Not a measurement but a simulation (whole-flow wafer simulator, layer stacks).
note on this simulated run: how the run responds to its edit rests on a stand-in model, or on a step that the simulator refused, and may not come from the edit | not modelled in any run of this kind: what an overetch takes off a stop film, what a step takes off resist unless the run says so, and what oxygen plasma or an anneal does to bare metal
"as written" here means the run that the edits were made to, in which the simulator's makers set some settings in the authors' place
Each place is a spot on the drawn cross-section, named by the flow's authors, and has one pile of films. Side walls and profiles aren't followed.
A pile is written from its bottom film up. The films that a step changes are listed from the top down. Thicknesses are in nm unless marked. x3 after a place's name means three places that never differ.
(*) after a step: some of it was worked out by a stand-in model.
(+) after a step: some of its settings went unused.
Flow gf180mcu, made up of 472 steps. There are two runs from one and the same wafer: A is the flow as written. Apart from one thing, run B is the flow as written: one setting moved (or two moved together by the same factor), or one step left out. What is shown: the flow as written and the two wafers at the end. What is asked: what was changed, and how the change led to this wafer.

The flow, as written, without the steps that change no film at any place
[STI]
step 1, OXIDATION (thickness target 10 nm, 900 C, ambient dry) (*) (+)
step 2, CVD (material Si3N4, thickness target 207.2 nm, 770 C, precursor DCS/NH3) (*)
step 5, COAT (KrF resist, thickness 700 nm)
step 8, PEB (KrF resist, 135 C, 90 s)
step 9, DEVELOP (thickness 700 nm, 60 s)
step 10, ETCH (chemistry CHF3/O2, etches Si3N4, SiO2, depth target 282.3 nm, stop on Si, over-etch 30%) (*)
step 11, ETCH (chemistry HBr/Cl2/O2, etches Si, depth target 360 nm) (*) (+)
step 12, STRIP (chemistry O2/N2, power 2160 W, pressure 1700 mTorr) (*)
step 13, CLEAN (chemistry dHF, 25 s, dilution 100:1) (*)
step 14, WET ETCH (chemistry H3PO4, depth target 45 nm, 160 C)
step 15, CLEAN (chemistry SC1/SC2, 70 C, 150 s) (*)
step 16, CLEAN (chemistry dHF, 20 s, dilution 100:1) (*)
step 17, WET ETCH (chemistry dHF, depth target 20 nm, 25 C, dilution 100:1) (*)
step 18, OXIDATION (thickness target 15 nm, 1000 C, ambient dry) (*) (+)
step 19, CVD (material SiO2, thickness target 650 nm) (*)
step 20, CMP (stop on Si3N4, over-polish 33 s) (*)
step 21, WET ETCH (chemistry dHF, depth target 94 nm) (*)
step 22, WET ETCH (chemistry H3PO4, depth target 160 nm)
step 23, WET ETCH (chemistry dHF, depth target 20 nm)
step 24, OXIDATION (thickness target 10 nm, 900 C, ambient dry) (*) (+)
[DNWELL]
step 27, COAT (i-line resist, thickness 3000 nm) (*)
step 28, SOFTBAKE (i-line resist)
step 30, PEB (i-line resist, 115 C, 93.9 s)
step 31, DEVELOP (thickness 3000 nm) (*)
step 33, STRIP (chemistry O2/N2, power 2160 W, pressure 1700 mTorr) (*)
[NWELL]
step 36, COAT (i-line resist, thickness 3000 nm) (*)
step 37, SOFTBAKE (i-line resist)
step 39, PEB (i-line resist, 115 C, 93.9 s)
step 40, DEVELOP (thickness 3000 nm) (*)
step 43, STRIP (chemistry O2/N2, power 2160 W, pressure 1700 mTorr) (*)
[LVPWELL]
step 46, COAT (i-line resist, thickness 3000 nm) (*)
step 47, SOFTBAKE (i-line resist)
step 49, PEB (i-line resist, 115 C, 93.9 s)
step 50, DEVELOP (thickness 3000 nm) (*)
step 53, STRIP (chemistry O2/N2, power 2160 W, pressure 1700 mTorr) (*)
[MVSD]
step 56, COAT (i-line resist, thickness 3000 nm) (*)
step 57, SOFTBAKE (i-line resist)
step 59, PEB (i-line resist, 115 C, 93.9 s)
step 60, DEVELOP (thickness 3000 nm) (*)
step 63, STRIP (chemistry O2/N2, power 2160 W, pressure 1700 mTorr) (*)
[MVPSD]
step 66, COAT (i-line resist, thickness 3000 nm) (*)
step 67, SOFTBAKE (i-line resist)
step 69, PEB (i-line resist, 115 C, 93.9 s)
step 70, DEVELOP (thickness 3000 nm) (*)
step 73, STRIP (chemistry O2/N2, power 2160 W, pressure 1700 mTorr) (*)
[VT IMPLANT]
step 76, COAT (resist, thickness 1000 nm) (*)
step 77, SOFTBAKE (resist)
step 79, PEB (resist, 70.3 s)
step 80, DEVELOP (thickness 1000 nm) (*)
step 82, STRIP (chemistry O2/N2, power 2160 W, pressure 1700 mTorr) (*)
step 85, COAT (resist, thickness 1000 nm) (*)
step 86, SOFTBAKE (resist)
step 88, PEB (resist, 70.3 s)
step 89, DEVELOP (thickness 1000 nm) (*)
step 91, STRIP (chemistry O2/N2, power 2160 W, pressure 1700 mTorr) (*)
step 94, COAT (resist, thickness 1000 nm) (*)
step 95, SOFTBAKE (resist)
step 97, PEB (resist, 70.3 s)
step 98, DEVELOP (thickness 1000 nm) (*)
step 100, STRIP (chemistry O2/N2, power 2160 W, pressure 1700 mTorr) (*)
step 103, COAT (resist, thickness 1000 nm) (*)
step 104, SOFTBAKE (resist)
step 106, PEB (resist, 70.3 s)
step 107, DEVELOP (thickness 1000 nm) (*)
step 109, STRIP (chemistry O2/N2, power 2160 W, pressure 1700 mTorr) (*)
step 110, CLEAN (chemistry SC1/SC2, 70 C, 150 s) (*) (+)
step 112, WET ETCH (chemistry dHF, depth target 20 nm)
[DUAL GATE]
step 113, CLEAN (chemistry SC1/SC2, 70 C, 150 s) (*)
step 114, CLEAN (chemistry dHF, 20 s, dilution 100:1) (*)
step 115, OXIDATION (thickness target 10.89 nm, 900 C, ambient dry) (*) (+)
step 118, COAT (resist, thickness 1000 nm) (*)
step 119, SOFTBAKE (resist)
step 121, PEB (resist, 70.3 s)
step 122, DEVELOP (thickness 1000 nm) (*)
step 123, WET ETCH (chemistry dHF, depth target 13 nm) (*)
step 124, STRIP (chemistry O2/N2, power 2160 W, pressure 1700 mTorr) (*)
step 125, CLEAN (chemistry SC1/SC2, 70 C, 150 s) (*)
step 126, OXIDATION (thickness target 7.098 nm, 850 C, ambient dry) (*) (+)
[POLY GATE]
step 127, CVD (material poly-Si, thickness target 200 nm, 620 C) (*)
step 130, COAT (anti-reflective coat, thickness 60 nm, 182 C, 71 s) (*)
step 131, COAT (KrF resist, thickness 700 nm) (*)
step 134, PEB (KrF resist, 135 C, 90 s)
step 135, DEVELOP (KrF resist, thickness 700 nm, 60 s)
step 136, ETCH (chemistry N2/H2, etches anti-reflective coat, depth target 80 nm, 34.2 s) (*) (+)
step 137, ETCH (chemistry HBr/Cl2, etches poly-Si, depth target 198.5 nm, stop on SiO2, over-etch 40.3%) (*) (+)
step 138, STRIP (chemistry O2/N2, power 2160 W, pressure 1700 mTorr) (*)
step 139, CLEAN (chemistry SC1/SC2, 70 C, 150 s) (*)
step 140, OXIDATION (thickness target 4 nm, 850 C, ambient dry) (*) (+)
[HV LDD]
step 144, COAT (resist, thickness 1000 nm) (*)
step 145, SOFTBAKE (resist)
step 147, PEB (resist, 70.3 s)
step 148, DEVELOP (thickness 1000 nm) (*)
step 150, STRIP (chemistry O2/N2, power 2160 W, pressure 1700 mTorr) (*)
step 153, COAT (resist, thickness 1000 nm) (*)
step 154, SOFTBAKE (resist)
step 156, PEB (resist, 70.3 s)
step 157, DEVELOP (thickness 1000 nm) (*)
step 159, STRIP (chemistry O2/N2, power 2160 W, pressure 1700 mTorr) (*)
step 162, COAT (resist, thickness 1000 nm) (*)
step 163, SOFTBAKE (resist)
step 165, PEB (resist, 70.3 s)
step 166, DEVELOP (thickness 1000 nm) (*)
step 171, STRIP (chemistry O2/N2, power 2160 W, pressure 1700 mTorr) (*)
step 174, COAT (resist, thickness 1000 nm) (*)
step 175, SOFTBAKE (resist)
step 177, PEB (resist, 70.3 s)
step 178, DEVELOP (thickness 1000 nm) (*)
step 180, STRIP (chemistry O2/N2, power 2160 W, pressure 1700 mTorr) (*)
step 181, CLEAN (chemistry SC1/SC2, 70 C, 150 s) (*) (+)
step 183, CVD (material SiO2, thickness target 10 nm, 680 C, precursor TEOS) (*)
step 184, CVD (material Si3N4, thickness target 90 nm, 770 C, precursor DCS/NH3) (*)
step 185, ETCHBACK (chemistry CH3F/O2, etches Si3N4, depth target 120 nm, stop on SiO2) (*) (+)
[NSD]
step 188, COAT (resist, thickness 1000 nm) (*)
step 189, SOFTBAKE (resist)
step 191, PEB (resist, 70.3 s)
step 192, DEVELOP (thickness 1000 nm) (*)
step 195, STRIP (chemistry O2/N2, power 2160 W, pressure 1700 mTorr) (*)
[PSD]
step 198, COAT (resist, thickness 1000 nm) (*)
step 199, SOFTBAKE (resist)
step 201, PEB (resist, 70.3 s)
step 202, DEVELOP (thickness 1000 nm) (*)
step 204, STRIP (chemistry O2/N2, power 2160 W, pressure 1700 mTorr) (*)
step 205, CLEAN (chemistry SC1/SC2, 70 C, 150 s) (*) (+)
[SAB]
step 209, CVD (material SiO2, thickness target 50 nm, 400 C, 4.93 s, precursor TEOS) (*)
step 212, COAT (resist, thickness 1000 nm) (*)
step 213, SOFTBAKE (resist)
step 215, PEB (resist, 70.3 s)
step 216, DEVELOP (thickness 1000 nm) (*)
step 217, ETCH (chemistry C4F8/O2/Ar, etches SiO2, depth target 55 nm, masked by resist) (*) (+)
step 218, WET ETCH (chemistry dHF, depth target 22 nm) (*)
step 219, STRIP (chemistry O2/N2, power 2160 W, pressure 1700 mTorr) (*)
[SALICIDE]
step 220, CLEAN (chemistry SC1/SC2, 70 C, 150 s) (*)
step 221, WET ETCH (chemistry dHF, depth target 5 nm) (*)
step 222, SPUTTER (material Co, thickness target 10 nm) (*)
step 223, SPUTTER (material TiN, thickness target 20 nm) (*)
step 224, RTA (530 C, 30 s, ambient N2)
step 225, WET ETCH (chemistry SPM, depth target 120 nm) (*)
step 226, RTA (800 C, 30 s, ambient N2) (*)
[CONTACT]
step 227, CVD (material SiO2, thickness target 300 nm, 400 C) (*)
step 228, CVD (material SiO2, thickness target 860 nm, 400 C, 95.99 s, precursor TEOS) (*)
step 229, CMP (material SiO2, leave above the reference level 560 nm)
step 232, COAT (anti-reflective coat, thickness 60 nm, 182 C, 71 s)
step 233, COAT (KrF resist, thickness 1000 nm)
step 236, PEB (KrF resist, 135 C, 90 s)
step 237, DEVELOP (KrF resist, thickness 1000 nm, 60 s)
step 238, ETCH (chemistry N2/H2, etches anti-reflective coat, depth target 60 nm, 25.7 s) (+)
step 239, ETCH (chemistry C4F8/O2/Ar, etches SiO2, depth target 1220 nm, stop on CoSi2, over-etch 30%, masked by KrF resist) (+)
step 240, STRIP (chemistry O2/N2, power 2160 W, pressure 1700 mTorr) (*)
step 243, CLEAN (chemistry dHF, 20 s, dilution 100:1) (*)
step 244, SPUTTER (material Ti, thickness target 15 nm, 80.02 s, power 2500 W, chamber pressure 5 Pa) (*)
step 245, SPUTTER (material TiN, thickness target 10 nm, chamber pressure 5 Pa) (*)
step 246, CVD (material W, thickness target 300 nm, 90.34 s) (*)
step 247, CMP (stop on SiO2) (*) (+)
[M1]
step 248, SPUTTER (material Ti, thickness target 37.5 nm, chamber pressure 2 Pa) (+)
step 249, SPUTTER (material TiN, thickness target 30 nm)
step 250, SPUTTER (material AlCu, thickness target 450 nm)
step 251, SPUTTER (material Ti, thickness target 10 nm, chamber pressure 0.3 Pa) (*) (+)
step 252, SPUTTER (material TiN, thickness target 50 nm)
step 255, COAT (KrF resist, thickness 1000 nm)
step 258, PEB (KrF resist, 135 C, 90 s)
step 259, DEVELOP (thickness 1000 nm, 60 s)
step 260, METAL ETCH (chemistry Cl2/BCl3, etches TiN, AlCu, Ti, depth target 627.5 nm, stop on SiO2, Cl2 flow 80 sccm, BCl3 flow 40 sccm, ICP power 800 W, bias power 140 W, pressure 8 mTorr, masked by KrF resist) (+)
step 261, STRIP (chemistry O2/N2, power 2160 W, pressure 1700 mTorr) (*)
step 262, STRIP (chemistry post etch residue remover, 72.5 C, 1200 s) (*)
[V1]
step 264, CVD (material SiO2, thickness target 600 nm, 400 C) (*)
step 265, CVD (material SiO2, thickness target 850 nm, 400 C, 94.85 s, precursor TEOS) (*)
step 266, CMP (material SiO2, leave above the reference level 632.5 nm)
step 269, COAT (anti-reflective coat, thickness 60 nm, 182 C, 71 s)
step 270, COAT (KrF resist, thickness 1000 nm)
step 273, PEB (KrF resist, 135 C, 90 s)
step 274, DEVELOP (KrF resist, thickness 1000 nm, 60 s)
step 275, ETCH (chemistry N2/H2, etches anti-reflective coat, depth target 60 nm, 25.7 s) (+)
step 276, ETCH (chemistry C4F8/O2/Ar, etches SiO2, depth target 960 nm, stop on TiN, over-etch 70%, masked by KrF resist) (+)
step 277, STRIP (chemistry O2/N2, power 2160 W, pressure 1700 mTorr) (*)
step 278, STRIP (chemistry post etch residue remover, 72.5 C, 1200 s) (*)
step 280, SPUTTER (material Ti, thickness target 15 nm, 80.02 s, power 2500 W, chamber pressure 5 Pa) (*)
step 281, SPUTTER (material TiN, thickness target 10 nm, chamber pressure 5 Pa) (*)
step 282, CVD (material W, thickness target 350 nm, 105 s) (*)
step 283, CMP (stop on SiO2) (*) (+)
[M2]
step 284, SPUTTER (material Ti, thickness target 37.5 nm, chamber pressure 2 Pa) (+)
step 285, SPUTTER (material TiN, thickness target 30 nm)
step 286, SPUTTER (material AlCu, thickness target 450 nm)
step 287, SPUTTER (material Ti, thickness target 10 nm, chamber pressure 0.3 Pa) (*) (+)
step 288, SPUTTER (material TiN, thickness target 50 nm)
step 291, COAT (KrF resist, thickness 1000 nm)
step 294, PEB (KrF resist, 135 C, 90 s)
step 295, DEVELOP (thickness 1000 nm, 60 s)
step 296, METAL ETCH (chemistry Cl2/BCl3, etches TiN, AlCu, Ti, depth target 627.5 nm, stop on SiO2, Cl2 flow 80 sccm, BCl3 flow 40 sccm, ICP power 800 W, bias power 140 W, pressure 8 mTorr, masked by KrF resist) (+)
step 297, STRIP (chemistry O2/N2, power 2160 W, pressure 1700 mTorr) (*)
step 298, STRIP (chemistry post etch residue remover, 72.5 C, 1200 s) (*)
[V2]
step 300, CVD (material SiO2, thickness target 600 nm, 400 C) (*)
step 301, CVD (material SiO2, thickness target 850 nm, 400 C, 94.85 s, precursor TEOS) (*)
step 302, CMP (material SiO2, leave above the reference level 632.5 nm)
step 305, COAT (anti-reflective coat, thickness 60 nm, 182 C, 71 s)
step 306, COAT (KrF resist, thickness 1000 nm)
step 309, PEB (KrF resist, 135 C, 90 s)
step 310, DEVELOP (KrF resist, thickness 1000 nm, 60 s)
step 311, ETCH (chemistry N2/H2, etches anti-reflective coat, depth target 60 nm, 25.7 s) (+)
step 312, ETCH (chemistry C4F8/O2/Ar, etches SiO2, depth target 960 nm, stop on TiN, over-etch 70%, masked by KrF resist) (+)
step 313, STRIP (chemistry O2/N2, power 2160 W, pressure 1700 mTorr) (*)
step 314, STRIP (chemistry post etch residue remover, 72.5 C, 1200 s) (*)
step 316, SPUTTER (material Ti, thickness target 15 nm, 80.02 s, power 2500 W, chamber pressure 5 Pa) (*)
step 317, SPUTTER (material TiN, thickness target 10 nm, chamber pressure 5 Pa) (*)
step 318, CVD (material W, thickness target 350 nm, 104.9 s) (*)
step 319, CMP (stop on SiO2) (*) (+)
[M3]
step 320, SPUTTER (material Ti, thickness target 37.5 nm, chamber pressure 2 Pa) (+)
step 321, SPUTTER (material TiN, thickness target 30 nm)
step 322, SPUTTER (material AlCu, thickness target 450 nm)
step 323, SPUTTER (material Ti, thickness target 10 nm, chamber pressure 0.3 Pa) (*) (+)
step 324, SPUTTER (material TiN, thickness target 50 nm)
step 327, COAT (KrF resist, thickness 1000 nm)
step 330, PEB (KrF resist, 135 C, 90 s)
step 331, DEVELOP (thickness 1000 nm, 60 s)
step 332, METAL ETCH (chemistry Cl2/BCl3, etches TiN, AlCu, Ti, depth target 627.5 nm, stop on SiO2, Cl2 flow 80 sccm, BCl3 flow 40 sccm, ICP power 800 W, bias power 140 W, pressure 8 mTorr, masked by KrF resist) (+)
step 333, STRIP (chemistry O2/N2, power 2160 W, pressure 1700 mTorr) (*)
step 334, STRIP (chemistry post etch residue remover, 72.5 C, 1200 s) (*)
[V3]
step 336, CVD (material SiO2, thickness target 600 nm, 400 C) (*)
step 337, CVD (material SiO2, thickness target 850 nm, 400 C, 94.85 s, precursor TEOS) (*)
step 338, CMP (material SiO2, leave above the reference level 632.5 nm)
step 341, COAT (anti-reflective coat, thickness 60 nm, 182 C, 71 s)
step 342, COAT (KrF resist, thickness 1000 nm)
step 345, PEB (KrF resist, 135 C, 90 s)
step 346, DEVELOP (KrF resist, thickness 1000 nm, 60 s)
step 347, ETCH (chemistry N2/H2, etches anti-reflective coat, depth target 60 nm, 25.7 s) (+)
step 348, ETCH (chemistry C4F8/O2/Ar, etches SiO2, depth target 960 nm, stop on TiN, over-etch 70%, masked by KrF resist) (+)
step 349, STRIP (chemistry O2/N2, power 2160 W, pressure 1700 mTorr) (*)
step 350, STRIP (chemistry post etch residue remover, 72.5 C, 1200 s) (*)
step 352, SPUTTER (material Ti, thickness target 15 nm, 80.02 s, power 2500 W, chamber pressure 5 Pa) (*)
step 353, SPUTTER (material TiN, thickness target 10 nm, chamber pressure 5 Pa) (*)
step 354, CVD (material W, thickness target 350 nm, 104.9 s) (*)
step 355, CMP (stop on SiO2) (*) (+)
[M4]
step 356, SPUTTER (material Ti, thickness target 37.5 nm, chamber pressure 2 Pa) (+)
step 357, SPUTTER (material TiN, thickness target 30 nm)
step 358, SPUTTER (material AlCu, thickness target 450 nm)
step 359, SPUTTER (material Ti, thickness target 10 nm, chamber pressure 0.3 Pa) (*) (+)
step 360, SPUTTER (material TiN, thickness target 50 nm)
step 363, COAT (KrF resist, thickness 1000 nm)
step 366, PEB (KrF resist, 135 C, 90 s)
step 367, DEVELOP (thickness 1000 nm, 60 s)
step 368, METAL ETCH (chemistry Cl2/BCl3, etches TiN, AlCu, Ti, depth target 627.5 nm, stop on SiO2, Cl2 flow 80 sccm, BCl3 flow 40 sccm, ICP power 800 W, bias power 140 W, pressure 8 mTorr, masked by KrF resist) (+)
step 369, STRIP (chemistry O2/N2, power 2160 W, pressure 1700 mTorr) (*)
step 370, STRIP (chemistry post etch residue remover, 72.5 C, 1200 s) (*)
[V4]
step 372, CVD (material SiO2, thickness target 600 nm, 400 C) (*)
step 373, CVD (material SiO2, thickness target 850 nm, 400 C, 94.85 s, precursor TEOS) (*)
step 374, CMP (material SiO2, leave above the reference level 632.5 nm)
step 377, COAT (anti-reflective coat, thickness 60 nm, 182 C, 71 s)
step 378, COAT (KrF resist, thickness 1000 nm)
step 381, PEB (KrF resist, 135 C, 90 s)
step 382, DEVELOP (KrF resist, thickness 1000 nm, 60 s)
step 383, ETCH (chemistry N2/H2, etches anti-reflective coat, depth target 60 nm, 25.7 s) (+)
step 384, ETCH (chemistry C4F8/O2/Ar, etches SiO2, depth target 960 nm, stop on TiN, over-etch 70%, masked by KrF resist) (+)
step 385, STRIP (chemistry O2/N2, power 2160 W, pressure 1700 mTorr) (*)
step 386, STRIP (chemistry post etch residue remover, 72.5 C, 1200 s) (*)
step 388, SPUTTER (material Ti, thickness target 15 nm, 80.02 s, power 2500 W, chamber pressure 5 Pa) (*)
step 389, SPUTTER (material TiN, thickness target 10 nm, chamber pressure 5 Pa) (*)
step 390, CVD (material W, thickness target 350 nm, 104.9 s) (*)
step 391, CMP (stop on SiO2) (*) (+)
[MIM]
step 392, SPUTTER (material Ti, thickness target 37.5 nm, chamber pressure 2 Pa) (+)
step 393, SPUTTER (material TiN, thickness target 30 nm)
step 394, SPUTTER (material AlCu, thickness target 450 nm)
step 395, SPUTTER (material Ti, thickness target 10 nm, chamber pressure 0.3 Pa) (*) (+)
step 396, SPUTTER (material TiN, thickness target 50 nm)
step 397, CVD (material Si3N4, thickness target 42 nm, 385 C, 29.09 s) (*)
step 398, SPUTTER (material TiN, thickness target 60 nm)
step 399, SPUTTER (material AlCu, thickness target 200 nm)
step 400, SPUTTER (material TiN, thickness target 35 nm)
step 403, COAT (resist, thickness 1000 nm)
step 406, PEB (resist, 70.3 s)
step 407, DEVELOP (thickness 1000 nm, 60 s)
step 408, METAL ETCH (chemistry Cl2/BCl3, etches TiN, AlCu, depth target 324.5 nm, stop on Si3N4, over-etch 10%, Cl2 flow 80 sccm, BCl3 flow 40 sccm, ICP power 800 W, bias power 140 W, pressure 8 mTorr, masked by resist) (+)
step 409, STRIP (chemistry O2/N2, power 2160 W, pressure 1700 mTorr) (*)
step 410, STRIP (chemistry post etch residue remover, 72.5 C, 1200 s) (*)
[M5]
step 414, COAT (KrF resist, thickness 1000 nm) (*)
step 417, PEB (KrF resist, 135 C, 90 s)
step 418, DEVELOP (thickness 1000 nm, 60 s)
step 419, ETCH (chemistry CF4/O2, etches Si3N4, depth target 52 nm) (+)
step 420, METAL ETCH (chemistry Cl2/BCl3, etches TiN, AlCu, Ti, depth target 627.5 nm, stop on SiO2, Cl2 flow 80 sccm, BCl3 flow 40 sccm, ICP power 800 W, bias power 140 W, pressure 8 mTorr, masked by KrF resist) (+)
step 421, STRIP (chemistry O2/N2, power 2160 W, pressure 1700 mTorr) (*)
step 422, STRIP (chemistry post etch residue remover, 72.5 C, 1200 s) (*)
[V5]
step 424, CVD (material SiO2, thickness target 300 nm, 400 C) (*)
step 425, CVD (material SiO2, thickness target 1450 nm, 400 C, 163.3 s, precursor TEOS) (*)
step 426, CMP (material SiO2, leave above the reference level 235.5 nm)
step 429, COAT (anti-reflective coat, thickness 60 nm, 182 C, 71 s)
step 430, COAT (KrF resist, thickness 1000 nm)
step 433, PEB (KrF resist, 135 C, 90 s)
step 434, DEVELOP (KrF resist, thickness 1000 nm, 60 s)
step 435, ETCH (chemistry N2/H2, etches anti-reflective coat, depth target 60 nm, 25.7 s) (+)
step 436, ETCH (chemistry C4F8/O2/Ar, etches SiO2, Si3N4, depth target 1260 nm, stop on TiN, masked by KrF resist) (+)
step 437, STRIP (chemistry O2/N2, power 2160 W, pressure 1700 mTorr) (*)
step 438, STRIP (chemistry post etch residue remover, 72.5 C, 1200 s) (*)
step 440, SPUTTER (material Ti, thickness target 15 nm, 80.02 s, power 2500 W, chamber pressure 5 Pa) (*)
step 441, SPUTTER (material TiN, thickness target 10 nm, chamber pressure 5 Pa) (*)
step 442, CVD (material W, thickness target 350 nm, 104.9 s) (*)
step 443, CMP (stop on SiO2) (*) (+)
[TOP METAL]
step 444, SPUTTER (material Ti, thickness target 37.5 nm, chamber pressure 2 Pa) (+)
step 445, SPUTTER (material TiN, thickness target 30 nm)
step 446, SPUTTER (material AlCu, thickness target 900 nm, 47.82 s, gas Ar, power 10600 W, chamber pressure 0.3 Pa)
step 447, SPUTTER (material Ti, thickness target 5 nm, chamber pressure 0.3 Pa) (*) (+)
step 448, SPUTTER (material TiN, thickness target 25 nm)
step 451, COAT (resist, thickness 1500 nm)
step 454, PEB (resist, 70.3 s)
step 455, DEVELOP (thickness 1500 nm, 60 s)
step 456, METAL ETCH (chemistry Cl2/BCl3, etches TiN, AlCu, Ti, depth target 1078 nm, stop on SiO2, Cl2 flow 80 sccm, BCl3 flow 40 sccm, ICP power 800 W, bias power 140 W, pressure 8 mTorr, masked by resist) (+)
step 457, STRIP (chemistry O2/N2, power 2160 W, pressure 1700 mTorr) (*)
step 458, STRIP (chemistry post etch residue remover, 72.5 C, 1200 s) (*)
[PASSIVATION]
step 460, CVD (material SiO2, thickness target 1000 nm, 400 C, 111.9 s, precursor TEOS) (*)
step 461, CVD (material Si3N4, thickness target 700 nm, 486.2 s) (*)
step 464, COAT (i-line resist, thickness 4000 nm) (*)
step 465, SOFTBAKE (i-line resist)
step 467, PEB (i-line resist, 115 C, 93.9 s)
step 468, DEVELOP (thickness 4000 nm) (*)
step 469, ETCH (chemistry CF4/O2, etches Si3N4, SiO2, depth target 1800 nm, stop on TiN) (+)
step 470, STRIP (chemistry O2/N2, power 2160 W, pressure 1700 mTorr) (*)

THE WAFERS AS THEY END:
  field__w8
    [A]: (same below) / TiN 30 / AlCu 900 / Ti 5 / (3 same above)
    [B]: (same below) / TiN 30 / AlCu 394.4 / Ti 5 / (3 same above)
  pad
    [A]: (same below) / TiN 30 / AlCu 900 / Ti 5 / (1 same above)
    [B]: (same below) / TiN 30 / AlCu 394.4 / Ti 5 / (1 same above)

Cause: step 446, SPUTTER: 21.52 s was run, whereas the flow has 47.82 s.

How this came from the change, step by step:
  step 446, SPUTTER (material AlCu, thickness target 900 nm, 47.82 s, gas Ar, power 10600 W, chamber pressure 0.3 Pa)
      field, field__w1, field__w2 and 109 more: A +900 AlCu (new film) | B +394.4 AlCu (new film)
  step 456, METAL ETCH (chemistry Cl2/BCl3, etches TiN, AlCu, Ti, depth target 1078 nm, stop on SiO2, Cl2 flow 80 sccm, BCl3 flow 40 sccm, ICP power 800 W, bias power 140 W, pressure 8 mTorr, masked by resist) (+)
      field, field__w1, field__w2 and 103 more: A -25 TiN (all of it), -5 Ti (all of it), -900 AlCu (all of it), -30 TiN (all of it), -37.5 Ti (all of it) | B -25 TiN (all of it), -5 Ti (all of it), -394.4 AlCu (all of it), -30 TiN (all of it), -37.5 Ti (all of it)
      field__w8, contact, m1, m1__w1, pad, m1_nw: A -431 resist | B -295.2 resist
  step 457, STRIP (chemistry O2/N2, power 2160 W, pressure 1700 mTorr) (*)
      field__w8, contact, m1, m1__w1, pad, m1_nw: A -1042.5 resist (all of it) | B -1178.3 resist (all of it)
  step 464, COAT (i-line resist, thickness 4000 nm) (*)
      field: A +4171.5 i-line resist (new film) | B +4070 i-line resist (new film)
      field__w8: A +3093.1 i-line resist (new film) | B +3546.2 i-line resist (new film)
      (and at 11 other places as well)
  step 465, SOFTBAKE (i-line resist)
      gate: A +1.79 i-line resist | B -1.2 i-line resist
      field__w11, field__w13: A +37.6 i-line resist | B +14.5 i-line resist
      (and at 66 other places as well)
  step 467, PEB (i-line resist, 115 C, 93.9 s)
      field__w8, m1__w1: A -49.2 i-line resist | B -58.5 i-line resist
      contact: A -49.6 i-line resist | B -58.6 i-line resist
      (and at 3 other places as well)
  step 468, DEVELOP (thickness 4000 nm) (*)
      pad: A -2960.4 i-line resist (all of it) | B -3452.9 i-line resist (all of it)
  step 470, STRIP (chemistry O2/N2, power 2160 W, pressure 1700 mTorr) (*)
      field__w8, m1__w1: A -1775.9 i-line resist (all of it) | B -2260.6 i-line resist (all of it)
      contact: A -1798.3 i-line resist (all of it) | B -2268.4 i-line resist (all of it)
      (and at 2 other places as well)
